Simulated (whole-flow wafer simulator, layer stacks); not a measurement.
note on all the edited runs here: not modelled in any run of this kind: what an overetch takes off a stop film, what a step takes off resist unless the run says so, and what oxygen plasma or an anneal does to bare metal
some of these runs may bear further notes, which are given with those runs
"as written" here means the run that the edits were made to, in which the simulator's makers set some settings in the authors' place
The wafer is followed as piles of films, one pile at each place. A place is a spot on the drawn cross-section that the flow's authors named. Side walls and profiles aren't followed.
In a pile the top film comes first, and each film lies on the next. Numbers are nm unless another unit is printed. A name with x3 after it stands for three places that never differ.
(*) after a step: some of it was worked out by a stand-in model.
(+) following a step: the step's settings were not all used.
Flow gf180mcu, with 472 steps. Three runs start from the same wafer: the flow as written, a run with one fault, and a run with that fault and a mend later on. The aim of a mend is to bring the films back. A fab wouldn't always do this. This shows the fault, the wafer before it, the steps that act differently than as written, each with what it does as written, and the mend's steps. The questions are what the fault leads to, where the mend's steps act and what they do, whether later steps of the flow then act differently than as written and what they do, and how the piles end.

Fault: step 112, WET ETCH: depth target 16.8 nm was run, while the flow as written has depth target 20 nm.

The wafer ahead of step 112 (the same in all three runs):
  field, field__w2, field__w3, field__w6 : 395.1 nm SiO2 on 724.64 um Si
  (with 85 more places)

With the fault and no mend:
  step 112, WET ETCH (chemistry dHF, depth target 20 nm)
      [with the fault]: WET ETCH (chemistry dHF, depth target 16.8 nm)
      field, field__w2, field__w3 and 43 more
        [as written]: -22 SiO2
        [with the fault]: -18.5 SiO2
  Later steps of the flow acting differently than as written (not shown: 55 more steps that differ only slightly, by at most 2% or 0.5 nm, whichever is larger):
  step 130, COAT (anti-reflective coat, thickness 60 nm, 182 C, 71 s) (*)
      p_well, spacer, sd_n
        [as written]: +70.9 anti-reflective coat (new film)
        [with the fault]: +74.2 anti-reflective coat (new film)
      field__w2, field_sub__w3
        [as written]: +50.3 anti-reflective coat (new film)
        [with the fault]: +49.1 anti-reflective coat (new film)
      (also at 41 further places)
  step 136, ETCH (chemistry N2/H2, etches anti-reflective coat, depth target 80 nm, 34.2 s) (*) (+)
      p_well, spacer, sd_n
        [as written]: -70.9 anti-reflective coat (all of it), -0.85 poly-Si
        [with the fault]: -74.2 anti-reflective coat (all of it), -0.76 poly-Si
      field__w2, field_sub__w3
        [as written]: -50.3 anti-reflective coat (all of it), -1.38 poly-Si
        [with the fault]: -49.1 anti-reflective coat (all of it), -1.41 poly-Si
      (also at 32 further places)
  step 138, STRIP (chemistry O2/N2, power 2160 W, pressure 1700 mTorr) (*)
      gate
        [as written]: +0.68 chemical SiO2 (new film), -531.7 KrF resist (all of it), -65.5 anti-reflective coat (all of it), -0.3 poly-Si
        [with the fault]: +0.68 chemical SiO2 (new film), -531.8 KrF resist (all of it), -67 anti-reflective coat (all of it), -0.3 poly-Si
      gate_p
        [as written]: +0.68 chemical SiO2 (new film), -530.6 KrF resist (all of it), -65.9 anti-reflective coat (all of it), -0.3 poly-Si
        [with the fault]: +0.68 chemical SiO2 (new film), -530.7 KrF resist (all of it), -67.6 anti-reflective coat (all of it), -0.3 poly-Si
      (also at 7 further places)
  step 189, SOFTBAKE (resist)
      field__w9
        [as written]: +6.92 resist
        [with the fault]: -3.09 resist
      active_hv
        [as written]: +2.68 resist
        [with the fault]: -0.5 resist
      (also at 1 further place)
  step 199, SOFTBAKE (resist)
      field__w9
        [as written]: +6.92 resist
        [with the fault]: -3.09 resist
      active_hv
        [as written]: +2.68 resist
        [with the fault]: -0.5 resist
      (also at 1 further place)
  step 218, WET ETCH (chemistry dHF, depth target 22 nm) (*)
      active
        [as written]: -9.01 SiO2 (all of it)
        [with the fault]: -8.43 SiO2 (all of it)
  When the end is reached, the piles differ only a little from the flow's at the places that both follow, at most by 2% or 0.5 nm, whichever is larger.

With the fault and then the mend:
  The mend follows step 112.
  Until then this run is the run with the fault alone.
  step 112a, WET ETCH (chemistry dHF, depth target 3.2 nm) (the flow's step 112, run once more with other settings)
      field, field__w2, field__w3 and 43 more
        -3.2 SiO2
  Later steps of the flow that are run all act as written at every place that is followed, up to a difference of at most 2% or 0.5 nm, whichever is larger.
  When the end is reached, the piles differ only a little from the flow's at the places that both follow, at most by 2% or 0.5 nm, whichever is larger.
